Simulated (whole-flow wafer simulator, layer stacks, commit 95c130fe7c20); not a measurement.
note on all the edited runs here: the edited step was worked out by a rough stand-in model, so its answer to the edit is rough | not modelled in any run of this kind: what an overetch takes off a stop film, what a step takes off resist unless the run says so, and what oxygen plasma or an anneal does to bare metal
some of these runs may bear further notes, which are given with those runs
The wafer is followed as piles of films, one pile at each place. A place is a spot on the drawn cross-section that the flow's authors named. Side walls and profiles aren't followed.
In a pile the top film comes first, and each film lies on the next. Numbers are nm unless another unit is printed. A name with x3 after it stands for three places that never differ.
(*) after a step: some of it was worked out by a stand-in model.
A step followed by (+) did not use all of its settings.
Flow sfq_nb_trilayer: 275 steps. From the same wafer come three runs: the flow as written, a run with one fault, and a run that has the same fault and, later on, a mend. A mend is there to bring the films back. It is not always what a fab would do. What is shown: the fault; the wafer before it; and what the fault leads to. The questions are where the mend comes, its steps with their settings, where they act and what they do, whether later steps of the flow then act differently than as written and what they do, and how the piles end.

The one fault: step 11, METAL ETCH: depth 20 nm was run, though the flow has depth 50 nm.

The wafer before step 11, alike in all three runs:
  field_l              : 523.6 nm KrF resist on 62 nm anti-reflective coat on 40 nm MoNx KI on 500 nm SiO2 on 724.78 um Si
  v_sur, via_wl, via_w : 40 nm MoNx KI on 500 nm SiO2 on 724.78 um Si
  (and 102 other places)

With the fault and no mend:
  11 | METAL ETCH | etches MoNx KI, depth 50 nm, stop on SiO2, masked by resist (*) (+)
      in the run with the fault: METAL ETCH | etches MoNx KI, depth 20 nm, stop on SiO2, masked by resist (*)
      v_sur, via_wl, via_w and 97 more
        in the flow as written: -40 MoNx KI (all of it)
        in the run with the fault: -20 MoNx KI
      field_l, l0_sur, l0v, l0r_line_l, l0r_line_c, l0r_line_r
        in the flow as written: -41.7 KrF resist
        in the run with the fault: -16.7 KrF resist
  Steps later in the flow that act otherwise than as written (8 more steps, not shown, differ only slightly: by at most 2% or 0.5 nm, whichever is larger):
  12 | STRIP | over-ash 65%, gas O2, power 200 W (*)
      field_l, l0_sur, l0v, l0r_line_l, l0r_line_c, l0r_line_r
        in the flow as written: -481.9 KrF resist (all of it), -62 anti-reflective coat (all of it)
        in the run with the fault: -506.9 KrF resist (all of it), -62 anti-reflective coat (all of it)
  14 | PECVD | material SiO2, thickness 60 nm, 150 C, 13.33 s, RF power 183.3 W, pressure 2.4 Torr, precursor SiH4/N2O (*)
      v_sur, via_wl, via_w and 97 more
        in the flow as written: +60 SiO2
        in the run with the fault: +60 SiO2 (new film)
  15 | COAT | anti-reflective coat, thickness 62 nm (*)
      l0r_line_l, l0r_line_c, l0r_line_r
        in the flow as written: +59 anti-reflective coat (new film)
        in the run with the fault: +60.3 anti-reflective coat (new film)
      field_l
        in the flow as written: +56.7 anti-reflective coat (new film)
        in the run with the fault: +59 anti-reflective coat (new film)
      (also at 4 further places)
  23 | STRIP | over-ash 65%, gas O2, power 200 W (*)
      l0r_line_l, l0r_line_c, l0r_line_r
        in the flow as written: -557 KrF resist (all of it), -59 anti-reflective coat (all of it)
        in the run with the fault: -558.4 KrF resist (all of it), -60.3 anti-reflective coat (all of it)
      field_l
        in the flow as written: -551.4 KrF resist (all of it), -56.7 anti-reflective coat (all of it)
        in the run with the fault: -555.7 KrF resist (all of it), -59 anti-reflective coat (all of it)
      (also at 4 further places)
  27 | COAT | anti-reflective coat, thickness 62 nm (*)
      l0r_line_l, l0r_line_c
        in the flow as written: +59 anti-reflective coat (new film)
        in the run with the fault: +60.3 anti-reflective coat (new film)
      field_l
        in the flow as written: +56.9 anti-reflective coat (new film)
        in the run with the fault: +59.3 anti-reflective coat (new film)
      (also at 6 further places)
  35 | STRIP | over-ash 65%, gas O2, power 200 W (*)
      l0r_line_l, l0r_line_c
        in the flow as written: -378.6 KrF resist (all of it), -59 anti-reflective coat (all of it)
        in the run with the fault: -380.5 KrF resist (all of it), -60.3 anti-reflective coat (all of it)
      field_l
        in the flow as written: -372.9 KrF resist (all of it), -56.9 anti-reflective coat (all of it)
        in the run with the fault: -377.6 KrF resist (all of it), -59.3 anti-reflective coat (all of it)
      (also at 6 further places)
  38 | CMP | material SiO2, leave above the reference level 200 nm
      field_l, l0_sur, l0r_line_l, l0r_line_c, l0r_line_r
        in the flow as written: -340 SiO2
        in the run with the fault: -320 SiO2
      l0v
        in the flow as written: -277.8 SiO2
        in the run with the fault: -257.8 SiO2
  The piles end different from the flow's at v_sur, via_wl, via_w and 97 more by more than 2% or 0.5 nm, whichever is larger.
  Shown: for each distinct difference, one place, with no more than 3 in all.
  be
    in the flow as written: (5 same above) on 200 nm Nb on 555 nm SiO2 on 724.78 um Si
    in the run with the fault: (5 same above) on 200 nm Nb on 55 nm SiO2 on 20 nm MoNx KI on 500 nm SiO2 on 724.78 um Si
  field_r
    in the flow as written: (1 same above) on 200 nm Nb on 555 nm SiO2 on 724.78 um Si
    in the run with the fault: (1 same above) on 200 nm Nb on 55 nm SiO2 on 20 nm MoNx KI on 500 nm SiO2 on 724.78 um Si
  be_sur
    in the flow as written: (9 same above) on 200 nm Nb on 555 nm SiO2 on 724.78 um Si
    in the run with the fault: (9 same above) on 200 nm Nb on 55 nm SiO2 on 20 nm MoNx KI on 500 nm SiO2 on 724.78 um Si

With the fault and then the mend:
  The mend stands after step 12.
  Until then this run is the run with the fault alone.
  12a | COAT | anti-reflective coat, thickness 62 nm (*) (a further turn of the flow's step 4)
      p4_fl x3, p4_w1 x9, p4_g1 x2 and 59 more
        +62 anti-reflective coat (new film)
      via_v, wire, be and 7 more
        +62.9 anti-reflective coat (new film)
      jj_sur, ce_l, c5j, ce_r, sp_r, be_r, r_sur
        +62.8 anti-reflective coat (new film)
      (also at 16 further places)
  12b | COAT | KrF resist, thickness 600 nm (*) (a further turn of the flow's step 5)
      p4_fl x3, p4_w1 x9, p4_g1 x2 and 59 more
        +600 KrF resist (new film)
      jj_sur, ce_l, c5j, ce_r, sp_r, be_r, r_sur
        +603.3 KrF resist (new film)
      be_sur, gap, res, r_end, moat
        +603.4 KrF resist (new film)
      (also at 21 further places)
  12c | SOFTBAKE | KrF resist (a further turn of the flow's step 6)
      alters no film at any place that is followed
  12d | EXPOSE | photomask L0, dose 11.59 mJ/cm2, NA 0.6, wavelength 248 nm (*) (a further turn of the flow's step 7)
      alters no film at any place that is followed
  12e | PEB | KrF resist, 90 s (a further turn of the flow's step 8)
      l0_sur, p4_fl x3, p4_w1 x9 and 64 more
        -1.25 KrF resist
      v_sur, via_w, via_wr and 21 more
        -1.26 KrF resist
      via_wl, lsp_r, l0r_space_c
        -1.27 KrF resist
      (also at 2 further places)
  12f | DEVELOP | KrF resist, thickness 600 nm, 60 s (a further turn of the flow's step 9)
      p4_fl x3, p4_w1 x9, p4_g1 x2 and 59 more
        -598.7 KrF resist (all of it)
      be_sur, gap, jj_sur and 6 more
        -602.1 KrF resist (all of it)
      field_l, l0_sur, l0v, l0r_line_l, l0r_line_c, l0r_line_r
        -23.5 KrF resist
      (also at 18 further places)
  12g | METAL ETCH | etches anti-reflective coat, depth 125 nm, masked by resist (*) (+) (a further turn of the flow's step 10)
      p4_fl x3, p4_w1 x9, p4_g1 x2 and 59 more
        -62 anti-reflective coat (all of it)
      via_v, wire, be and 7 more
        -62.9 anti-reflective coat (all of it)
      jj_sur, ce_l, c5j, ce_r, sp_r, be_r, r_sur
        -62.8 anti-reflective coat (all of it)
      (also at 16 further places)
  12h | METAL ETCH | etches MoNx KI, depth 30 nm, stop on SiO2, masked by resist (+) (a further turn of the flow's step 11, with different settings)
      v_sur, via_wl, via_w and 97 more
        -20 MoNx KI (all of it)
      field_l, l0_sur, l0v, l0r_line_l, l0r_line_c, l0r_line_r
        -25 KrF resist
  12i | STRIP | over-ash 65%, gas O2, power 200 W (*) (a further turn of the flow's step 12)
      l0r_line_l, l0r_line_c, l0r_line_r
        -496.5 KrF resist (all of it), -60.2 anti-reflective coat (all of it)
      field_l
        -494 KrF resist (all of it), -58.9 anti-reflective coat (all of it)
      l0_sur
        -495 KrF resist (all of it), -57.4 anti-reflective coat (all of it)
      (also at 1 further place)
  None of the later steps of the flow acts differently than as written at any place that is followed.
  By the end, the piles equal the flow's at every place that both follow.
